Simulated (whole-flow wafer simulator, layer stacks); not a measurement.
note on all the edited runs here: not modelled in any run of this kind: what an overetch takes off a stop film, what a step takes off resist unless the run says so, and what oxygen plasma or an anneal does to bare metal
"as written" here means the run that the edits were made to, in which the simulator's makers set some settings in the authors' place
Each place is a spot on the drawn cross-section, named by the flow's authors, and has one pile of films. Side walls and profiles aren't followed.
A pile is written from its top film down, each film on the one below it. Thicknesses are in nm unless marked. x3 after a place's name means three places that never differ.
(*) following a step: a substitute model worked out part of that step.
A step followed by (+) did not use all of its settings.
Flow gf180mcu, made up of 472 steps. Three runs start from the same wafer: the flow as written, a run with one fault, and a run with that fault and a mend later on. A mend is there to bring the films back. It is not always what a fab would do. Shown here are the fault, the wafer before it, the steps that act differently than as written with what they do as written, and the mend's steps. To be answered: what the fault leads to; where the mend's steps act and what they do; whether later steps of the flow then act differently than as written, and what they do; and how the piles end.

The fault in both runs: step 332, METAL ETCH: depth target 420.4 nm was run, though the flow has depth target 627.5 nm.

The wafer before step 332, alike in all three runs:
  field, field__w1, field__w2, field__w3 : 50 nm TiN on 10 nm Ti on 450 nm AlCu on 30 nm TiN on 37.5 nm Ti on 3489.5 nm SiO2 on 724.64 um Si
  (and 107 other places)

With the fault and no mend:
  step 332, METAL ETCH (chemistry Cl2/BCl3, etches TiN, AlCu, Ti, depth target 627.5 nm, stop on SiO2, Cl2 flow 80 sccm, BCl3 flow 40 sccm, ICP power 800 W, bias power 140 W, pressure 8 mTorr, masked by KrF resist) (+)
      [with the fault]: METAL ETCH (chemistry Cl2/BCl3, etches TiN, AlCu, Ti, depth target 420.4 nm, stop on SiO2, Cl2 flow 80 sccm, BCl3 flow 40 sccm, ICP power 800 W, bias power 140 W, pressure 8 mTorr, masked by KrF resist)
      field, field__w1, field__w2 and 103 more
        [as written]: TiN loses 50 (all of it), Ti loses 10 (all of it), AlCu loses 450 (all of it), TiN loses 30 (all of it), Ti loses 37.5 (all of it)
        [with the fault]: TiN loses 50 (all of it), Ti loses 10 (all of it), AlCu loses 360.4
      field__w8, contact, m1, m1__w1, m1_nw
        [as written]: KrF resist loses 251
        [with the fault]: KrF resist loses 168.2
  Steps later in the flow that act otherwise than as written:
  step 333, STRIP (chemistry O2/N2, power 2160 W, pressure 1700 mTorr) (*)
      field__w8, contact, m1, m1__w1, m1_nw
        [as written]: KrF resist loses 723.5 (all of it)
        [with the fault]: KrF resist loses 806.4 (all of it)
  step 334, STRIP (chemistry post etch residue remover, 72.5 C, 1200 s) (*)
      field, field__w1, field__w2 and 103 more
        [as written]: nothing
        [with the fault]: AlCu loses 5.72
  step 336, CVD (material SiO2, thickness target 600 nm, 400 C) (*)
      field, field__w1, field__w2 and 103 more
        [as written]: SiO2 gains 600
        [with the fault]: SiO2 gains 600 (new film)
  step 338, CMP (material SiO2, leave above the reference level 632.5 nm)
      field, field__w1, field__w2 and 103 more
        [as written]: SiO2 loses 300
        [with the fault]: SiO2 loses 451.4
  The piles end different from the flow's at field, field__w1, field__w2 and 104 more by more than 2% or 0.5 nm, whichever is larger.
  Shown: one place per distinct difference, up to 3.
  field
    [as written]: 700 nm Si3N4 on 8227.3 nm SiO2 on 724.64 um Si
    [with the fault]: 700 nm Si3N4 on 4586.4 nm SiO2 on 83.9 nm AlCu on 30 nm TiN on 37.5 nm Ti on 3489.5 nm SiO2 on 724.64 um Si
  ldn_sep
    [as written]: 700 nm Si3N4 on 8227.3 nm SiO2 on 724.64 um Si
    [with the fault]: 700 nm Si3N4 on 4586.4 nm SiO2 on 83.9 nm AlCu on 30 nm TiN on 37.5 nm Ti on 3489.4 nm SiO2 on 724.64 um Si
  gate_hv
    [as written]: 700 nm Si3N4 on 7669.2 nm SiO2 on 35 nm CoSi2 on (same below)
    [with the fault]: 700 nm Si3N4 on 4586.4 nm SiO2 on 83.9 nm AlCu on 30 nm TiN on 37.5 nm Ti on 2931.3 nm SiO2 on 35 nm CoSi2 on (same below)

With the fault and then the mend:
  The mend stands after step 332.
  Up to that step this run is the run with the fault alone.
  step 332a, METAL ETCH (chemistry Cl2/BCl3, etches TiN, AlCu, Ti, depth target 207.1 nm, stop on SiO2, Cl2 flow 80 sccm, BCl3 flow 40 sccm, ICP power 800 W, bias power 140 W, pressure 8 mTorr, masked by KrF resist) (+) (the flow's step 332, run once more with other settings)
      field, field__w1, field__w2 and 103 more
        AlCu loses 89.6 (all of it), TiN loses 30 (all of it), Ti loses 37.5 (all of it)
      field__w8, contact, m1, m1__w1, m1_nw
        KrF resist loses 82.8
  Later steps of the flow that are run all act as written at every place that is followed.
  At every place that both follow, the piles at the end match the flow's.
